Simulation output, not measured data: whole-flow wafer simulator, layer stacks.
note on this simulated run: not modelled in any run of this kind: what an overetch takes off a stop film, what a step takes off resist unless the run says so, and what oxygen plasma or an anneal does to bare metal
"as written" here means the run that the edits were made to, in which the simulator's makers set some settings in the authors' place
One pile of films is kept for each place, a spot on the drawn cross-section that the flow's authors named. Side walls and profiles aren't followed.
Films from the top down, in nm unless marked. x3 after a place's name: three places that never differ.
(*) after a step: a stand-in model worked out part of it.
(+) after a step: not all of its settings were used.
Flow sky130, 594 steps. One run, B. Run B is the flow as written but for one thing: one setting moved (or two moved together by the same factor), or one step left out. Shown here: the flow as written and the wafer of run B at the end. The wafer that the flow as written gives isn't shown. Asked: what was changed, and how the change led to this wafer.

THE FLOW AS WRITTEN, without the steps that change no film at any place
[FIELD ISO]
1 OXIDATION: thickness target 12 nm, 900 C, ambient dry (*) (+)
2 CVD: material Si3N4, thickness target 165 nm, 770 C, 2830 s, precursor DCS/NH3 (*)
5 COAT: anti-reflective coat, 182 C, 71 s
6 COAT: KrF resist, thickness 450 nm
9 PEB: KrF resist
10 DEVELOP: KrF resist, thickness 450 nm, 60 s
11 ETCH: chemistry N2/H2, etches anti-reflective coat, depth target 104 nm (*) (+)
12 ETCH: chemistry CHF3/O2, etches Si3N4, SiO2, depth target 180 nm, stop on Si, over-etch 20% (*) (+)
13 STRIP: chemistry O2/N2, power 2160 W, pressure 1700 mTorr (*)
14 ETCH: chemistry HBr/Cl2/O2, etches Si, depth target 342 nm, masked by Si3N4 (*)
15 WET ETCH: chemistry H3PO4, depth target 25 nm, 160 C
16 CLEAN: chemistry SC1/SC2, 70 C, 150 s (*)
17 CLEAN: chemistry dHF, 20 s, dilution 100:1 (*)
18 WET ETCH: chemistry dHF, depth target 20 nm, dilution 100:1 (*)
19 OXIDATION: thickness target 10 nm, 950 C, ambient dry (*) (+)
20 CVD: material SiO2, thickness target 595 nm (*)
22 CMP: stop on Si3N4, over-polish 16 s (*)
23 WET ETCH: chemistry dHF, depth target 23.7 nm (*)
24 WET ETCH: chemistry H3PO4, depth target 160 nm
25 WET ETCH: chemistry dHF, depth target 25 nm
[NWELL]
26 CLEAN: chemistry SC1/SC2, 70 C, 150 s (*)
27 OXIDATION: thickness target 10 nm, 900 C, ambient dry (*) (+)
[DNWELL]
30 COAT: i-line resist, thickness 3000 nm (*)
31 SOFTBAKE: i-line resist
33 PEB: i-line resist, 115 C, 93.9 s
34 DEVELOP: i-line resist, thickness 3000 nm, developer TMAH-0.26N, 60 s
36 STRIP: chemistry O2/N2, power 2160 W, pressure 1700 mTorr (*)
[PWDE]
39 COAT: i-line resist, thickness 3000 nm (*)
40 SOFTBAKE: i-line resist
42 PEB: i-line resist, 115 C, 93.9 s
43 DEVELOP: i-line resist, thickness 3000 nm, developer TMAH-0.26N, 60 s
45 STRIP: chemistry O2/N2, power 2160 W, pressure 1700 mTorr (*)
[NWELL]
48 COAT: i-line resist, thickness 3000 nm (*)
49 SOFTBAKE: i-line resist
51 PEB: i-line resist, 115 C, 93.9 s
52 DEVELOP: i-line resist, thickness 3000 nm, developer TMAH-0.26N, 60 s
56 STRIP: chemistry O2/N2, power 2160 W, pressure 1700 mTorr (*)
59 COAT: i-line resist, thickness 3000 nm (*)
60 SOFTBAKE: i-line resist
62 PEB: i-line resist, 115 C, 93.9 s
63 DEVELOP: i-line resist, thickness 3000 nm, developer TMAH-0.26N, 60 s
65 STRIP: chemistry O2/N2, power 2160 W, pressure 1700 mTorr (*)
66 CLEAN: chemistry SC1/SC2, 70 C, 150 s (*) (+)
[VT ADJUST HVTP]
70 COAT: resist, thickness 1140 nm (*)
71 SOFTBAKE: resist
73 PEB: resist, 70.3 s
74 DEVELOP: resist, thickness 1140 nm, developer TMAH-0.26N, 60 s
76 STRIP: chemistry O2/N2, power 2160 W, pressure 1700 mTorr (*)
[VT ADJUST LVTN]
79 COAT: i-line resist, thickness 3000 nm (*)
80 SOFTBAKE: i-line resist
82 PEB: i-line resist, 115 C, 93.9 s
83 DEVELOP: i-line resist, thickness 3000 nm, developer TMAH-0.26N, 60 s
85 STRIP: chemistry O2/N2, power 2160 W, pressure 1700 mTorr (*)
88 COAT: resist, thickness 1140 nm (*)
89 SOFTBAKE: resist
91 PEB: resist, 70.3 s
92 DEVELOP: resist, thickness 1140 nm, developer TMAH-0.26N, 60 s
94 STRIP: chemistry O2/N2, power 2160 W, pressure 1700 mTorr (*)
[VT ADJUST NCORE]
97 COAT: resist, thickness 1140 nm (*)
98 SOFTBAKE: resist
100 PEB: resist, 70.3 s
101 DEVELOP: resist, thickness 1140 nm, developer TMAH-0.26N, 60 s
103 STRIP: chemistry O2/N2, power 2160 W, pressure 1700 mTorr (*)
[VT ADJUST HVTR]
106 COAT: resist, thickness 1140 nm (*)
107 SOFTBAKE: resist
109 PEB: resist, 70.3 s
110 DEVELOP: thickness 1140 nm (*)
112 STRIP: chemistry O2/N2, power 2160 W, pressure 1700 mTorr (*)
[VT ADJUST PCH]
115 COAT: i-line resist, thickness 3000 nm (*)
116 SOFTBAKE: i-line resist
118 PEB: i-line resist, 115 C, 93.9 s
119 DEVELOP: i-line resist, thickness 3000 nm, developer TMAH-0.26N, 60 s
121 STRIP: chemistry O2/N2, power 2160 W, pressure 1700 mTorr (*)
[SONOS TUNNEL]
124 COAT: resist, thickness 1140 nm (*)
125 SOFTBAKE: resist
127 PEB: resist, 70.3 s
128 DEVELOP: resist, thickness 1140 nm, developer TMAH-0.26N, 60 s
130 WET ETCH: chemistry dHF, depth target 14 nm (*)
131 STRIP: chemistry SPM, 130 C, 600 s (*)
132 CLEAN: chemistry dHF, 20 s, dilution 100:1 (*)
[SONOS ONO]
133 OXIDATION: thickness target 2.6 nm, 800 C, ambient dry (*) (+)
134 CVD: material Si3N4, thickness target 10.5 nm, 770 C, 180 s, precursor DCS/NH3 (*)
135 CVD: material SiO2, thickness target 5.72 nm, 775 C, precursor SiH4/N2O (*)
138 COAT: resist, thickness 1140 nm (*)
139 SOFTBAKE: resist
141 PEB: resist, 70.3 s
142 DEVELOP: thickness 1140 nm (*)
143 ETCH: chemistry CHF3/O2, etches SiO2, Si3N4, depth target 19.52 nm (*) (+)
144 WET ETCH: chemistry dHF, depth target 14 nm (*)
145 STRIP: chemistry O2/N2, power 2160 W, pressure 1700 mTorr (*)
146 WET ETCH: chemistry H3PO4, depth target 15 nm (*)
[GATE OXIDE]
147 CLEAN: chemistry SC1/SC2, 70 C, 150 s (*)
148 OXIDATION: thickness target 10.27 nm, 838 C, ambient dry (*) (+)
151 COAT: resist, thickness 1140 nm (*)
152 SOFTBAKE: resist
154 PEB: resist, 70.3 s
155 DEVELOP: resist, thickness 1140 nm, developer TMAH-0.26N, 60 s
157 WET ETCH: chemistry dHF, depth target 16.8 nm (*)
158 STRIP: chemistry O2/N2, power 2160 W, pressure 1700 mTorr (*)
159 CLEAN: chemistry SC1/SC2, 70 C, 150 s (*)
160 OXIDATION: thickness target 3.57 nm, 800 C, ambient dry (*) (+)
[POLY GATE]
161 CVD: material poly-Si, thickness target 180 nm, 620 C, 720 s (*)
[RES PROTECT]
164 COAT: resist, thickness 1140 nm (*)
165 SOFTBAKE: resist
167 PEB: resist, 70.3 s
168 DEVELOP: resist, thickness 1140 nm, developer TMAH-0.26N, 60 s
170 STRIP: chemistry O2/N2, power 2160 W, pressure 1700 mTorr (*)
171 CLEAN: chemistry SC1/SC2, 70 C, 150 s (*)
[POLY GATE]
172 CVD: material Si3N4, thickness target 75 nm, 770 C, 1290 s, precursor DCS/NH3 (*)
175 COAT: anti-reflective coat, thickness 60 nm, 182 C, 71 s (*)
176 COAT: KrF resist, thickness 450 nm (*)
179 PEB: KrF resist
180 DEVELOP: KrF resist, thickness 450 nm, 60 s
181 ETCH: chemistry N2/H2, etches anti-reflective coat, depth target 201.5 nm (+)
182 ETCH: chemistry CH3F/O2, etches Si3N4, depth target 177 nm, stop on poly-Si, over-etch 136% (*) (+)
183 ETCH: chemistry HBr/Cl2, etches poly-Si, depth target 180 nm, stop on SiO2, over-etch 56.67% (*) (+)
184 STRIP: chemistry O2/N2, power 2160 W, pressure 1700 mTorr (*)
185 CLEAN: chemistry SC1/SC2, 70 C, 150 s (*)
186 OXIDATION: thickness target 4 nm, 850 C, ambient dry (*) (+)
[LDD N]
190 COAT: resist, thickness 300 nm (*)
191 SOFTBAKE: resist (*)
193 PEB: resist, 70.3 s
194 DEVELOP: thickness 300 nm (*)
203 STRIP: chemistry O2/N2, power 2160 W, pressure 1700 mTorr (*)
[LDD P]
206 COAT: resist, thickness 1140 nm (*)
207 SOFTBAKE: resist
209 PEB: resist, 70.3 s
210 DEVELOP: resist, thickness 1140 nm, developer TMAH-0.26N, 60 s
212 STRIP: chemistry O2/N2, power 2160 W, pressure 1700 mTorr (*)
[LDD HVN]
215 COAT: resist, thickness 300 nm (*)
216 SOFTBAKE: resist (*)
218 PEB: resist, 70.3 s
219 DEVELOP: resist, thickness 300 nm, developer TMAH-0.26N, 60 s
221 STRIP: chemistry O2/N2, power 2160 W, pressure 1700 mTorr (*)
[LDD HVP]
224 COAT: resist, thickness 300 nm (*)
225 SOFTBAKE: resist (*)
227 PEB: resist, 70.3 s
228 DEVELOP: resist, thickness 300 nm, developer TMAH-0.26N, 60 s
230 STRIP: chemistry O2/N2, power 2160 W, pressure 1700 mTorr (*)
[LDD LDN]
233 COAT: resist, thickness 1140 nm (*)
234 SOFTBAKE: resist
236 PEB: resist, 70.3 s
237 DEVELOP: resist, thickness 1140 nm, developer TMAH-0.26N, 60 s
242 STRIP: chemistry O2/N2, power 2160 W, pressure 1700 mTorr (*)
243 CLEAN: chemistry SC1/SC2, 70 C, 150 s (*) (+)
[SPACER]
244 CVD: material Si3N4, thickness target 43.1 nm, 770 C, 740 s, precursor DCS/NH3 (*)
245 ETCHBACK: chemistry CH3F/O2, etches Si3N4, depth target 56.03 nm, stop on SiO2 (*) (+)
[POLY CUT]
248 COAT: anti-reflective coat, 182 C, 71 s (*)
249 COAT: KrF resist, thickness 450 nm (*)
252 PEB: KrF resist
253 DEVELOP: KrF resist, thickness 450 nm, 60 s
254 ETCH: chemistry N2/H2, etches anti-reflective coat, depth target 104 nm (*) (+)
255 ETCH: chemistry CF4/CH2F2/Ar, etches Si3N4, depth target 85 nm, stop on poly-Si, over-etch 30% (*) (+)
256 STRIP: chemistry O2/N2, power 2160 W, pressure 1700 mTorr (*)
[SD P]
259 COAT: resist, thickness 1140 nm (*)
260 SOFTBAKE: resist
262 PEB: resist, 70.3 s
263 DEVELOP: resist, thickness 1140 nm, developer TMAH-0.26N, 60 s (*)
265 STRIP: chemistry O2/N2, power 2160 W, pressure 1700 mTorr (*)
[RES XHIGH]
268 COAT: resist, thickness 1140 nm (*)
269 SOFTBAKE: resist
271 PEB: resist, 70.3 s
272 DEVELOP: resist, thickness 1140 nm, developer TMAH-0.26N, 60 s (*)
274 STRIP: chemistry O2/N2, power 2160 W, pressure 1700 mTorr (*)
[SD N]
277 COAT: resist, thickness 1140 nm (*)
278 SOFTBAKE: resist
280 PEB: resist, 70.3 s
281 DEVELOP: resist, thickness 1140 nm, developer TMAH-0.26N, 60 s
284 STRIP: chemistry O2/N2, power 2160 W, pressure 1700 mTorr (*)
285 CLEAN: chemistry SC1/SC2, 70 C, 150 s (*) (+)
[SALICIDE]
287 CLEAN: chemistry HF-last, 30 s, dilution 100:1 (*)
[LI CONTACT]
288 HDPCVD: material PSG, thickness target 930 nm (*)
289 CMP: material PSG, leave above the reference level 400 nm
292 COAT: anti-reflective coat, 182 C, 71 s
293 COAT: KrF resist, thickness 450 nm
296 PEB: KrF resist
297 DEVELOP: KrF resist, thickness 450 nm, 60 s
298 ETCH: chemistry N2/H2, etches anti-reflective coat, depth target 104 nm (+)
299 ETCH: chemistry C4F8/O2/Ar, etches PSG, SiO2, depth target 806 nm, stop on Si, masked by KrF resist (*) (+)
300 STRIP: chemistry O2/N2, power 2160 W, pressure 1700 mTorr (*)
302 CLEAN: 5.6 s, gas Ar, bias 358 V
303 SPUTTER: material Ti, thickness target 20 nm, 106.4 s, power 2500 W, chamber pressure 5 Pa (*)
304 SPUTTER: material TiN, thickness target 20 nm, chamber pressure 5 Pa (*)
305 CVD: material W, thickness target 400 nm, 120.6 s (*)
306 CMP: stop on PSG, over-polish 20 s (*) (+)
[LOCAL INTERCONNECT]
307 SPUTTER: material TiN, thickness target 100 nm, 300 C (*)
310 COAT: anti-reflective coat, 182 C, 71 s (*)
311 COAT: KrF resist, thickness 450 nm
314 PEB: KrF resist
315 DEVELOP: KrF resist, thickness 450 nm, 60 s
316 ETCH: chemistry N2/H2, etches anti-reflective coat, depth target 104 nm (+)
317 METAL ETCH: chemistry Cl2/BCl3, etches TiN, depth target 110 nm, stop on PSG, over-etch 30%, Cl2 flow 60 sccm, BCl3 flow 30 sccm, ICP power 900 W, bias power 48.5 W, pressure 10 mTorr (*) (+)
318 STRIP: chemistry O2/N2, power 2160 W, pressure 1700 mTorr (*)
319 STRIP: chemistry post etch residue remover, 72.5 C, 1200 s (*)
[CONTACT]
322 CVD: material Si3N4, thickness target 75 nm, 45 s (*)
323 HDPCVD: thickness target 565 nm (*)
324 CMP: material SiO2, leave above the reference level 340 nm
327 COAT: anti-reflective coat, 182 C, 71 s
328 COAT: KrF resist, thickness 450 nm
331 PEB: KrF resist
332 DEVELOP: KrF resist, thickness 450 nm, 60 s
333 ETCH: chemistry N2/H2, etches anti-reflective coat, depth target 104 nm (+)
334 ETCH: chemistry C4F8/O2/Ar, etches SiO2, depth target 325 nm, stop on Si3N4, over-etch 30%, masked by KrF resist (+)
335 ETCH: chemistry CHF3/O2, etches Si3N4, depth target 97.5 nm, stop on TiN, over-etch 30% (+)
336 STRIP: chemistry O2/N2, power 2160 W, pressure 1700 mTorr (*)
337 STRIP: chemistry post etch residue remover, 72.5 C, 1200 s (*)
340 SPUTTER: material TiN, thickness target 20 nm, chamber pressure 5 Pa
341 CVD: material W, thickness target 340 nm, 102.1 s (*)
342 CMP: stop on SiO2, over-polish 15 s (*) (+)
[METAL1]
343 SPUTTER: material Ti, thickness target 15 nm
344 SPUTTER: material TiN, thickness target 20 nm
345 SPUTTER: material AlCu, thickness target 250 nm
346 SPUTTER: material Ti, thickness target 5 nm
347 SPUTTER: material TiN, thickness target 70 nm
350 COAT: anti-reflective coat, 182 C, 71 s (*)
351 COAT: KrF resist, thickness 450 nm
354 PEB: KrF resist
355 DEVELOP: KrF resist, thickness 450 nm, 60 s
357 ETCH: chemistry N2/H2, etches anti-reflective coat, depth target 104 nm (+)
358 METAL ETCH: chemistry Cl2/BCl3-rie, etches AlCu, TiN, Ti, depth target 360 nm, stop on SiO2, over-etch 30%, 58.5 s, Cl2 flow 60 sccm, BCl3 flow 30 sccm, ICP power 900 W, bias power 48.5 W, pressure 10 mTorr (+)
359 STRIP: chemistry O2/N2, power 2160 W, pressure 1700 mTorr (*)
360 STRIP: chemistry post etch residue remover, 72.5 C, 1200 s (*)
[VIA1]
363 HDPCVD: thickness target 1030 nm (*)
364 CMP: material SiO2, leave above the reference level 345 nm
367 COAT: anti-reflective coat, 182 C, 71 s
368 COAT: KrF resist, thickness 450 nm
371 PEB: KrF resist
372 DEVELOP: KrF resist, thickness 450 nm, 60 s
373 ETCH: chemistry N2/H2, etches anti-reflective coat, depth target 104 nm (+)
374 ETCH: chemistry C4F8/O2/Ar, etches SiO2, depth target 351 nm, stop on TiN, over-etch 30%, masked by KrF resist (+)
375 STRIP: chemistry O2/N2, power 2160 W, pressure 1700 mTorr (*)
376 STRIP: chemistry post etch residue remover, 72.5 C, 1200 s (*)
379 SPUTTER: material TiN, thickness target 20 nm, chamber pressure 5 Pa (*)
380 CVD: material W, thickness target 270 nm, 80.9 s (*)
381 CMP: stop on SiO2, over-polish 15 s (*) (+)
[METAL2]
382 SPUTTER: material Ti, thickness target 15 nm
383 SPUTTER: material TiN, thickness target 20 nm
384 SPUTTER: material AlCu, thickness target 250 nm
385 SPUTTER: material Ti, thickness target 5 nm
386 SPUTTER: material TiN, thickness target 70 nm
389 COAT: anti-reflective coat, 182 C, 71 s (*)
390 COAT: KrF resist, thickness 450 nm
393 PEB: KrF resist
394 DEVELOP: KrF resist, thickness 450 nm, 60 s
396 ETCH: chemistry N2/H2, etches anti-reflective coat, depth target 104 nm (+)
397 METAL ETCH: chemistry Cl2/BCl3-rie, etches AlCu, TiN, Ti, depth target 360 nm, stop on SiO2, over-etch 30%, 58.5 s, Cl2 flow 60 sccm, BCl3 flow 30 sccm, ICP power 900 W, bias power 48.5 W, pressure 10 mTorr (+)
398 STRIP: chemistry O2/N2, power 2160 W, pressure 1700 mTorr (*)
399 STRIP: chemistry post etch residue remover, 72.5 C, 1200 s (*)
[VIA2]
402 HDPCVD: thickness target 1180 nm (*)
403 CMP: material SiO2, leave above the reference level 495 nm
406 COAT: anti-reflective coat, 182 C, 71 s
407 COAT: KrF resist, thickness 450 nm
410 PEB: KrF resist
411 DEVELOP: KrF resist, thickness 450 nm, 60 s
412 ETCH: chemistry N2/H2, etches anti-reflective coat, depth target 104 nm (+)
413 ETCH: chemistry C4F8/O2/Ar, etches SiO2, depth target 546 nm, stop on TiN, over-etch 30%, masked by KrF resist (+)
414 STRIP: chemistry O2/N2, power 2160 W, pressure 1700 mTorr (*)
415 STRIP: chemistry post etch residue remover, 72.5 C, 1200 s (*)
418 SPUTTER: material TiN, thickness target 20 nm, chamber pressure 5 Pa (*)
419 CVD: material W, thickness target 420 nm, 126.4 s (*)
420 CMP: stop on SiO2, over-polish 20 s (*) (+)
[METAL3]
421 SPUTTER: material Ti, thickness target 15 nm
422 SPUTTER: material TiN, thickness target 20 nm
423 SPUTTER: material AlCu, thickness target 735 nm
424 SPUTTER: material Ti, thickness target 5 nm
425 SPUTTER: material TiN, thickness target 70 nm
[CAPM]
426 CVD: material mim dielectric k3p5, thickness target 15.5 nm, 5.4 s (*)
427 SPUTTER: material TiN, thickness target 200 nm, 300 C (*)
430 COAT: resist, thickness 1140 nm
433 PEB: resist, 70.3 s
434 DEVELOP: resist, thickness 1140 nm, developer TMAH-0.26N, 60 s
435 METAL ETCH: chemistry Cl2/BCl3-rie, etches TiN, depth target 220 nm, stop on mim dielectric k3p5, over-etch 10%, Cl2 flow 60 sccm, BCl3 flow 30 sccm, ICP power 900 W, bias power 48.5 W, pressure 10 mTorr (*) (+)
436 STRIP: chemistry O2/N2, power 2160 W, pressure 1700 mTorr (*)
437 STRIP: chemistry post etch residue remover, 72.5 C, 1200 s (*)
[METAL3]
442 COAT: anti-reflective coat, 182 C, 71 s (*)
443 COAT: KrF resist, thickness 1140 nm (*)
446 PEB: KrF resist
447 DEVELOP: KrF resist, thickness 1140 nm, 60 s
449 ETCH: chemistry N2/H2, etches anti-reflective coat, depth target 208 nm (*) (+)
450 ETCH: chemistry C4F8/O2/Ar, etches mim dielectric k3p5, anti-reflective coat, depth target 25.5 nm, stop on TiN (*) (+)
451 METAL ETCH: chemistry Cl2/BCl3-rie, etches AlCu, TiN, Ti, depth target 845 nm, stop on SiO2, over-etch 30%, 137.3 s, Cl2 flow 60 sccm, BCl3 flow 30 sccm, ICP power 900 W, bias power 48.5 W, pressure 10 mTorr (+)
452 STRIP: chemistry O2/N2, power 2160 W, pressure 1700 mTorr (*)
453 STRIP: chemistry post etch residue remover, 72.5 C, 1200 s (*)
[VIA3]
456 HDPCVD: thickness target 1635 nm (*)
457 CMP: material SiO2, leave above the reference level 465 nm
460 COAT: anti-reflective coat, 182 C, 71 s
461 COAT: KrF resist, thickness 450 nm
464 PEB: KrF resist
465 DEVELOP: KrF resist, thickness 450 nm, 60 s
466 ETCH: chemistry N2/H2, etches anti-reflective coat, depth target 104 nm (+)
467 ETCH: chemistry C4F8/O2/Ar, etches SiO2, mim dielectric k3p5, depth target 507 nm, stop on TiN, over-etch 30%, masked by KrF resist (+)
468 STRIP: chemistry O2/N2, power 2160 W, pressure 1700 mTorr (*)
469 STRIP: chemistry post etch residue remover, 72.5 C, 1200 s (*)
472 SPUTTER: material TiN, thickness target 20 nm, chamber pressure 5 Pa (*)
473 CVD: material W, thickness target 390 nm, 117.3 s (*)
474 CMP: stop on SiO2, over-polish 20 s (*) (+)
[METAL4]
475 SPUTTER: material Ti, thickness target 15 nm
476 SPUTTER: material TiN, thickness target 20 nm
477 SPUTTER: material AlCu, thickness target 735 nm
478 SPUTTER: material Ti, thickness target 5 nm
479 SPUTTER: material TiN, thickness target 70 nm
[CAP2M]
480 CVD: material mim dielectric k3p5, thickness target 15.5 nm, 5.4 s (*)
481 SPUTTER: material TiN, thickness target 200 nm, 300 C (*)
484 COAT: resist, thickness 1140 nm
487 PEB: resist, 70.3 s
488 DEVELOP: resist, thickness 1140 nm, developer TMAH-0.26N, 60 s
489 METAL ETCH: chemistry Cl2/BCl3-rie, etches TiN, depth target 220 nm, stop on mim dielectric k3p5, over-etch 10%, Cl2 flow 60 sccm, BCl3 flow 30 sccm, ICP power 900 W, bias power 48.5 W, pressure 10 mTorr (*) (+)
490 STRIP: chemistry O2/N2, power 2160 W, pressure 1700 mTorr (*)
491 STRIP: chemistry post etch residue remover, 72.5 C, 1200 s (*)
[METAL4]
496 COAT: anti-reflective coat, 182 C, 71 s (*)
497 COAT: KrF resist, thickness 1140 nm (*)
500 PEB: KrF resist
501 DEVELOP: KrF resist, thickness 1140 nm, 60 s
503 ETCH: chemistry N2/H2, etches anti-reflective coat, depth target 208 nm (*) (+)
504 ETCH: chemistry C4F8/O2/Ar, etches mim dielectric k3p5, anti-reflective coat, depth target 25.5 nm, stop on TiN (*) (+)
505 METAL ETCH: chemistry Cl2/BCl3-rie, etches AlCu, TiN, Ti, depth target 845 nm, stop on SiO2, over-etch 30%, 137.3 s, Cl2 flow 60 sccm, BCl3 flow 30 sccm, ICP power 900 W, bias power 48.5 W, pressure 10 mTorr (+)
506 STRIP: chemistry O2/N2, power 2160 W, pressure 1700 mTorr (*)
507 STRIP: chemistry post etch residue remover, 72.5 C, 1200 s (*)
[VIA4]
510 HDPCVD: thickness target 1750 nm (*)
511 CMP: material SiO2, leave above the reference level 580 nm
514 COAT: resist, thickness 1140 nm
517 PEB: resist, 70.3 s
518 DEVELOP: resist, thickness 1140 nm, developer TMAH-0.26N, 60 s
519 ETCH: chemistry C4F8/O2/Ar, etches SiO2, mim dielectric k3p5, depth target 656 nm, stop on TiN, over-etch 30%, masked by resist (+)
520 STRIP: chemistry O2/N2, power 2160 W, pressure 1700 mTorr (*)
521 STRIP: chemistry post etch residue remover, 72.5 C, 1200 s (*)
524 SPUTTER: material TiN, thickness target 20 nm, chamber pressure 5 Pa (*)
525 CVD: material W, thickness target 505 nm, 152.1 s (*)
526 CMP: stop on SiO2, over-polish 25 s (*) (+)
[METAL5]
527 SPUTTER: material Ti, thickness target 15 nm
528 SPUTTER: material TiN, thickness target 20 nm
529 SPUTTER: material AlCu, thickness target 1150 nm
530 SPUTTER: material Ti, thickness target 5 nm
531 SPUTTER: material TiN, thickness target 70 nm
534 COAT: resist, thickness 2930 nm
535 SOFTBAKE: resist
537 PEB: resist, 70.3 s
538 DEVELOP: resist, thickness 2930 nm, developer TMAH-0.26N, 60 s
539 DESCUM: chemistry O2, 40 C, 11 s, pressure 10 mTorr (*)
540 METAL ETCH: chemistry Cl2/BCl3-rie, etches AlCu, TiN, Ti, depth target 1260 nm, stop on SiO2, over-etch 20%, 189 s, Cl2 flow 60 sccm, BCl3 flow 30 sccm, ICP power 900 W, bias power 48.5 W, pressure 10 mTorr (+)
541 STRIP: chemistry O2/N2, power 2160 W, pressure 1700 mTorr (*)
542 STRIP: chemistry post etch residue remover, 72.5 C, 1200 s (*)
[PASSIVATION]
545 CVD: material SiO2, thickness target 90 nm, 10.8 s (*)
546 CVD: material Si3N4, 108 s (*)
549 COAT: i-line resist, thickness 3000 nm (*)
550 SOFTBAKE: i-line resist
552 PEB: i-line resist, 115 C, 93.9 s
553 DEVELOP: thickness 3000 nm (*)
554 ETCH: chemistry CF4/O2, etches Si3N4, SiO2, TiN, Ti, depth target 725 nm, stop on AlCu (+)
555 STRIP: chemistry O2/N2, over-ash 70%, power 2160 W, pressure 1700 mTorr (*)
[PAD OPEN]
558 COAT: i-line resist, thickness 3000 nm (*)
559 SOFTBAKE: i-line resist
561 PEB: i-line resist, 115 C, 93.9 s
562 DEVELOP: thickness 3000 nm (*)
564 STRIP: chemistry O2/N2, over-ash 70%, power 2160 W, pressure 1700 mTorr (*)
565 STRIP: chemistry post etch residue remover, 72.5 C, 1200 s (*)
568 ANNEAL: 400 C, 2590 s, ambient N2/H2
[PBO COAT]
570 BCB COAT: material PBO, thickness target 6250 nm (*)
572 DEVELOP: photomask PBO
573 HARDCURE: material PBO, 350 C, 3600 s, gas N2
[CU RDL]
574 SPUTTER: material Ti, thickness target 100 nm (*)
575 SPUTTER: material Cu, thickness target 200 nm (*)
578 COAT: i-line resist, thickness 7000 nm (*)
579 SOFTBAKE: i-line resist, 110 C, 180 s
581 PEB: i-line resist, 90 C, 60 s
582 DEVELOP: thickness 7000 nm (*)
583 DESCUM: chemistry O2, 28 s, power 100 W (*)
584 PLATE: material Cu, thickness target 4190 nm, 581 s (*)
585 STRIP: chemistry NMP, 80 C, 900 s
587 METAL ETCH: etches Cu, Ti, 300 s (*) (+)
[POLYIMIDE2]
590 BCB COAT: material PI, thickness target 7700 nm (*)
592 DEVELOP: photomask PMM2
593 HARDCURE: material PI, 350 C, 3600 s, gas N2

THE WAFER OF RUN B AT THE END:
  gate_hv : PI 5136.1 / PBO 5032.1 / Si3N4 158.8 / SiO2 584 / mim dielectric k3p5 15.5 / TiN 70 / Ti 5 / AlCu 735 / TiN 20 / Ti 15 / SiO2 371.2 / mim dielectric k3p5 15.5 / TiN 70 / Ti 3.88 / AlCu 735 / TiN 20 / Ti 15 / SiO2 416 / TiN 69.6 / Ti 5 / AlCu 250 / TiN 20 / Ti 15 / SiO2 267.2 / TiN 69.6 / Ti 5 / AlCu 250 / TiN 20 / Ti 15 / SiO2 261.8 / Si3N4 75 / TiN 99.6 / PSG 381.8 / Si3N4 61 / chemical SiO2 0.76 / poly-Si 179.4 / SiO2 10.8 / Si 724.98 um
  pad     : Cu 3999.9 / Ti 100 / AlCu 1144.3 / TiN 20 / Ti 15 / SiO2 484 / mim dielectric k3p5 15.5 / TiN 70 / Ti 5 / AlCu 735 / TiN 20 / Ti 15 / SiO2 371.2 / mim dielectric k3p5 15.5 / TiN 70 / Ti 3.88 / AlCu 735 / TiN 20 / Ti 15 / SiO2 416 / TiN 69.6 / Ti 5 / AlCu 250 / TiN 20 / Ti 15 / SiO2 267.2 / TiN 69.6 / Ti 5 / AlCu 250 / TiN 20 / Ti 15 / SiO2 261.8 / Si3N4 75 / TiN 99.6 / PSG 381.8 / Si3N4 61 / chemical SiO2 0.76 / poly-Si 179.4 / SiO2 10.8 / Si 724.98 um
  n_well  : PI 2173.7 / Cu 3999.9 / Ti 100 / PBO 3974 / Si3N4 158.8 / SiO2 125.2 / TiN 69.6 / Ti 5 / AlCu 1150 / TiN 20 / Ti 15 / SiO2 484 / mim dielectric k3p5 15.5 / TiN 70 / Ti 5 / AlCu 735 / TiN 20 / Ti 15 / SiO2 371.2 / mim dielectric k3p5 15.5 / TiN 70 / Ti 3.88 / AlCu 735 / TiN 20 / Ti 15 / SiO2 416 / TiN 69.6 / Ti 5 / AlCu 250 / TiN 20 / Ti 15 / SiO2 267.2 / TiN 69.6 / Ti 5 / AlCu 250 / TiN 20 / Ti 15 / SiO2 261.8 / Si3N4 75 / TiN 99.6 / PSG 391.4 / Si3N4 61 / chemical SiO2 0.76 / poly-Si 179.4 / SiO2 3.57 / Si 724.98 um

The cause: step 424, SPUTTER: thickness target 3.88 nm was run, where the flow has thickness target 5 nm.
It can be read off the wafer: gate_hv has Ti 3.88, and step 424 as written asks for 5 nm.

How the change led to this, step by step:
  424 SPUTTER: material Ti, thickness target 5 nm
      field, active, n_well and 188 more: Ti +3.88 (new film) (as written it would be: Ti +5 (new film))
  451 METAL ETCH: chemistry Cl2/BCl3-rie, etches AlCu, TiN, Ti, depth target 845 nm, stop on SiO2, over-etch 30%, 137.3 s, Cl2 flow 60 sccm, BCl3 flow 30 sccm, ICP power 900 W, bias power 48.5 W, pressure 10 mTorr (+)
      field, gate, spacer and 68 more: TiN -70 (all of it), Ti -3.88 (all of it), AlCu -735 (all of it), TiN -20 (all of it), Ti -15 (all of it), SiO2 -25.5 (as written it would be: TiN -70 (all of it), Ti -5 (all of it), AlCu -735 (all of it), TiN -20 (all of it), Ti -15 (all of it), SiO2 -25.4)
      active, vpp_ln, vpp_iso2 and 11 more: TiN -70 (all of it), Ti -3.88 (all of it), AlCu -735 (all of it), TiN -20 (all of it), Ti -15 (all of it), SiO2 -25.5 (as written it would be: TiN -70 (all of it), Ti -5 (all of it), AlCu -735 (all of it), TiN -20 (all of it), Ti -15 (all of it), SiO2 -25.3)
